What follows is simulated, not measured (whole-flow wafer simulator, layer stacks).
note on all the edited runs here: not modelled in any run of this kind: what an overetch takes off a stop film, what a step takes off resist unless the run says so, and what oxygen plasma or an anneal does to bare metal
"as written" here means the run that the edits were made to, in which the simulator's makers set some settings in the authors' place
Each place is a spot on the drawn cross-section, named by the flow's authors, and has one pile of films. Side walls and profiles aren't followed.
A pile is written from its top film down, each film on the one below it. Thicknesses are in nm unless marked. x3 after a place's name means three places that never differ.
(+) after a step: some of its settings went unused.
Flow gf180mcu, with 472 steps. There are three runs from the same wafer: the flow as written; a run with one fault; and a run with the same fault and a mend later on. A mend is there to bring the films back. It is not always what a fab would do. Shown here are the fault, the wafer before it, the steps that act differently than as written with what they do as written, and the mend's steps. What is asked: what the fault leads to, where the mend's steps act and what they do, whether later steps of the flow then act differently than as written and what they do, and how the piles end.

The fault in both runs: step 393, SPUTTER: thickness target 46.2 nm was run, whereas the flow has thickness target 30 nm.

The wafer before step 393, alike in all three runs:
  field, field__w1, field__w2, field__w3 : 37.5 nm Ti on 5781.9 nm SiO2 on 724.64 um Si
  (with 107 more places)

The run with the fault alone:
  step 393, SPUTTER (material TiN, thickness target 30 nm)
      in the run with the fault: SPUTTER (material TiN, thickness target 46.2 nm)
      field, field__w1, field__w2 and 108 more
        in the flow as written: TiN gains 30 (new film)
        in the run with the fault: TiN gains 46.2 (new film)
  Later steps of the flow acting differently than as written (1 more step, not shown, differs only slightly: by at most 2% or 0.5 nm, whichever is larger):
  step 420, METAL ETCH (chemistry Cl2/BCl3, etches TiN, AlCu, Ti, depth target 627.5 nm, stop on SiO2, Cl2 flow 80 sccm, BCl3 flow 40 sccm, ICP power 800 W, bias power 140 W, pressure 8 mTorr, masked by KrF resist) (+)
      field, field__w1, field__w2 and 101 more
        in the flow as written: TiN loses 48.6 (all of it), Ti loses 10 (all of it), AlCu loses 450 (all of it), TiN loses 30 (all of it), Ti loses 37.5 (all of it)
        in the run with the fault: TiN loses 48.6 (all of it), Ti loses 10 (all of it), AlCu loses 450 (all of it), TiN loses 46.2 (all of it), Ti loses 37.5 (all of it)
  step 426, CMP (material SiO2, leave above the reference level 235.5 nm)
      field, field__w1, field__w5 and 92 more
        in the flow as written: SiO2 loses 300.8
        in the run with the fault: SiO2 loses 284.6
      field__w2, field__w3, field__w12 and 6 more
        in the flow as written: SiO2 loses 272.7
        in the run with the fault: SiO2 loses 255.7
  The piles end different from the flow's at field__w4, field__w8, contact, m1, m1__w1, mim, mim_1p0, m1_nw by more than 2% or 0.5 nm, whichever is larger.
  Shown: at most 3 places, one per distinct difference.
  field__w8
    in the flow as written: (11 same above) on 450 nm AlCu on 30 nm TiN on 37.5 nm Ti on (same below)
    in the run with the fault: (11 same above) on 450 nm AlCu on 46.2 nm TiN on 37.5 nm Ti on (same below)
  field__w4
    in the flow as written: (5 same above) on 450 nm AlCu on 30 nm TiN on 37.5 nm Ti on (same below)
    in the run with the fault: (5 same above) on 450 nm AlCu on 46.2 nm TiN on 37.5 nm Ti on (same below)
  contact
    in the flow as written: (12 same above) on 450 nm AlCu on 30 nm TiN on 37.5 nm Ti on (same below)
    in the run with the fault: (12 same above) on 450 nm AlCu on 46.2 nm TiN on 37.5 nm Ti on (same below)

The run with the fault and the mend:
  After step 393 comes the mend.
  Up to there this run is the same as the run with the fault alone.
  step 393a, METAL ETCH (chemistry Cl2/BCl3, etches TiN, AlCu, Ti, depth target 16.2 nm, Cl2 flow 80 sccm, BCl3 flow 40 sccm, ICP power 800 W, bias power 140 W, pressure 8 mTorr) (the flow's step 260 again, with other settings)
      field, field__w1, field__w2 and 108 more
        TiN loses 16.2
  Later steps of the flow that are run all act as written at every place that is followed.
  The piles end the same as the flow's at every place that both follow.
